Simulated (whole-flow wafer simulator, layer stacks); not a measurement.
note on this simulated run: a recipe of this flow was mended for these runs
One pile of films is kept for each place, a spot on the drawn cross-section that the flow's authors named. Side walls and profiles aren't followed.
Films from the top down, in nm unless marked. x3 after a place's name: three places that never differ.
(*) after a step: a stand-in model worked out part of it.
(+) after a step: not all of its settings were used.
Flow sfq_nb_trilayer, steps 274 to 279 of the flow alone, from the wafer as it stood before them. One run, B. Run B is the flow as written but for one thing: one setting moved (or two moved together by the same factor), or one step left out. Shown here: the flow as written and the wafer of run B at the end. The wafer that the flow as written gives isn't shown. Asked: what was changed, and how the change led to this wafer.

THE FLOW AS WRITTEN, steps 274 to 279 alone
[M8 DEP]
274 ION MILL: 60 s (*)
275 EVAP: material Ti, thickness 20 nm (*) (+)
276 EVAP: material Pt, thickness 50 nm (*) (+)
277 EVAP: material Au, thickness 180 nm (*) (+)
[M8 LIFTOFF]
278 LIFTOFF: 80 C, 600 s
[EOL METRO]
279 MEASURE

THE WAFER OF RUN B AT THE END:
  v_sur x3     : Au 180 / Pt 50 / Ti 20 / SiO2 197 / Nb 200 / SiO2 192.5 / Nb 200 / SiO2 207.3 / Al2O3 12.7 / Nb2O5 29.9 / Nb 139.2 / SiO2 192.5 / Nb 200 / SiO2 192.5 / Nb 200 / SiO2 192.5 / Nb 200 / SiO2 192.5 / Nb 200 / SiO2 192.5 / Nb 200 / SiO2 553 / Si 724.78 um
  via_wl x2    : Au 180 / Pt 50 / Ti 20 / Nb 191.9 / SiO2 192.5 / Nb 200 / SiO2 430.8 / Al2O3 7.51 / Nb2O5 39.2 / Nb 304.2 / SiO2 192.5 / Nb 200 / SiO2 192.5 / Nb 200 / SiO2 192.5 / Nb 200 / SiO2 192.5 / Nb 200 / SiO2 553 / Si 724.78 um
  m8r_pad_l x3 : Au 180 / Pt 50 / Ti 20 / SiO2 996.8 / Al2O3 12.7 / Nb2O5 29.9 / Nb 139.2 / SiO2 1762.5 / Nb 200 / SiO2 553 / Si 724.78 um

The cause: step 274, ION MILL: 25 s was run, where the flow has 60 s.

How the change led to this, step by step:
  274 ION MILL: 60 s (*)
      field_l, v_sur x3, via_v, m8r_pad_l x3: SiO2 -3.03 (as written it would be: SiO2 -7.28)
      via_wl x2, via_w: Nb -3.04 (as written it would be: Nb -7.3)
